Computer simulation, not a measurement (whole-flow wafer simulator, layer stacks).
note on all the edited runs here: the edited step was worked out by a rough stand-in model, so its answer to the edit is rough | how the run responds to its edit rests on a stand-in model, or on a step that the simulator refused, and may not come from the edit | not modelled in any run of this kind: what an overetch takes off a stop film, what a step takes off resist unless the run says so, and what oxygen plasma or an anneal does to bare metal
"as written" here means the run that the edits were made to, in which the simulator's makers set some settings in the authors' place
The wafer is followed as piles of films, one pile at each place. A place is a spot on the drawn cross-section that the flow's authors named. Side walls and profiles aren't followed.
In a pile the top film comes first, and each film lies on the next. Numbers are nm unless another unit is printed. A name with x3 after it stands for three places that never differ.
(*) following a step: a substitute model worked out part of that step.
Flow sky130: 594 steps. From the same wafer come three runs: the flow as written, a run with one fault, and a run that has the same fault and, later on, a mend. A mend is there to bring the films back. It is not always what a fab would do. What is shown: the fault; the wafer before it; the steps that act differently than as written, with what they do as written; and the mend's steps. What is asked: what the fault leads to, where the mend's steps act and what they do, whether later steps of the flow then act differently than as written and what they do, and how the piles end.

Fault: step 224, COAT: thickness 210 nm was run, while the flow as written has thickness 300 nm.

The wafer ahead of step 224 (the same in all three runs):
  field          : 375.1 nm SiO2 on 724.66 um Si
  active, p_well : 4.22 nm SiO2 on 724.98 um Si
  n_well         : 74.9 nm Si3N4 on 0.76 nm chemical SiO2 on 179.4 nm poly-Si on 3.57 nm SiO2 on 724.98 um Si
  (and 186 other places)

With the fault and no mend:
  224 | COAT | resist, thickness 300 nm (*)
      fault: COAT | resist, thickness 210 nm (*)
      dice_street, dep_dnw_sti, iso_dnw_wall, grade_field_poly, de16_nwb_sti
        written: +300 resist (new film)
        fault: +210 resist (new film)
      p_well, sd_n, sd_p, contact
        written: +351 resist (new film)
        fault: +261.3 resist (new film)
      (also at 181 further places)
  Steps later in the flow that act otherwise than as written (14 other steps are not shown; they differ only slightly, by no more than 2% or 0.5 nm, whichever is larger):
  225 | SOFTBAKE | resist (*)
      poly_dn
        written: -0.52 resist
        fault: nothing
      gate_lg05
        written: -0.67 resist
        fault: nothing
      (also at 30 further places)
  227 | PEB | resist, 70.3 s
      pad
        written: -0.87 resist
        fault: nothing
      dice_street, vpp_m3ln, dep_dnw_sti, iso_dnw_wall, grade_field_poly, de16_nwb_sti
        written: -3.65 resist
        fault: -2.4 resist
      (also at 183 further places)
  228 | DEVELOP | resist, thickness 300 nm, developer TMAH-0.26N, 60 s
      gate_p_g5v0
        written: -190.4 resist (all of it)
        fault: -109.4 resist (all of it)
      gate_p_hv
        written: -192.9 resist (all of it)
        fault: -111.4 resist (all of it)
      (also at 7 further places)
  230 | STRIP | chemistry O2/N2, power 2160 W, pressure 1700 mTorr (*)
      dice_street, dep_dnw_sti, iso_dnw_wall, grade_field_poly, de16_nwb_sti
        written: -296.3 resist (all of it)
        fault: -207.6 resist (all of it)
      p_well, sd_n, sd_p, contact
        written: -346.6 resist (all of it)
        fault: -258.2 resist (all of it)
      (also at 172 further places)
  At the end the piles are close to the flow's at the places that both follow, differing by at most 2% or 0.5 nm, whichever is larger.

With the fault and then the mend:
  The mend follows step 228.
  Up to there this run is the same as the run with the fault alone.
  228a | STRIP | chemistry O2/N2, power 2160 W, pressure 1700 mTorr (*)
      dice_street, dep_dnw_sti, iso_dnw_wall, grade_field_poly, de16_nwb_sti
        -207.6 resist (all of it)
      p_well, sd_n, sd_p, contact
        -258.2 resist (all of it)
      mim_edge_plate_strap, mim_edge_plate, mim_edge_gap, mim_edge_gap_sheet
        -210 resist (all of it)
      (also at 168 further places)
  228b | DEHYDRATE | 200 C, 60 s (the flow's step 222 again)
      leaves every film unchanged at each place that is followed
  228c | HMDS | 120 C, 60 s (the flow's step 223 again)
      leaves every film unchanged at each place that is followed
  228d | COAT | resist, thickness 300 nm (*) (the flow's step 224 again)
      p_well, sd_n, sd_p, contact, active_hv5
        +351 resist (new film)
      dice_street, dep_dnw_sti, iso_dnw_wall, grade_field_poly, de16_nwb_sti
        +300 resist (new film)
      mim_edge_plate_strap, mim_edge_plate, mim_edge_gap, mim_edge_gap_sheet
        +302.1 resist (new film)
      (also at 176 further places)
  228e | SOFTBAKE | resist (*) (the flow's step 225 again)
      npn_par_e, gate_pwde_dnw, ndiff_cd, pdiff_cd, pnp_par_e, de16_gate_nw
        +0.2 resist
      iso_guard, gate_hv_dnw, rpo_hd_licon, de16_pw_sti
        +0.15 resist
      sd_hvn, de16_ntap_nw, de16_gate_pw, de16_ptap_pw
        +0.26 resist
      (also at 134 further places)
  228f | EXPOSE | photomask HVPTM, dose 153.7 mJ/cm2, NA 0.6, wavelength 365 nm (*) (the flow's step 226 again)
      leaves every film unchanged at each place that is followed
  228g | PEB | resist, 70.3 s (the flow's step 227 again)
      dice_street, vpp_iso1, vpp_iso2 and 8 more
        -3.65 resist
      p_well, sd_n, sd_p, contact, pplus_nw, active_hv5
        -4.41 resist
      vpp_sp, vpp_ln, m5_stack_ln, via4_hole
        -3.64 resist
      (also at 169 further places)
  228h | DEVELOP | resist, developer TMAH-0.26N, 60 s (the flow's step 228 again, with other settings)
      spacer, m1, mim and 32 more
        -0.02 resist
      gate_p_g5v0
        -190.4 resist (all of it)
      gate_p_hv
        -192.9 resist (all of it)
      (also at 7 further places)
  Later steps of the flow that are run all act as written at every place that is followed.
  At every place that both follow, the piles at the end match the flow's.
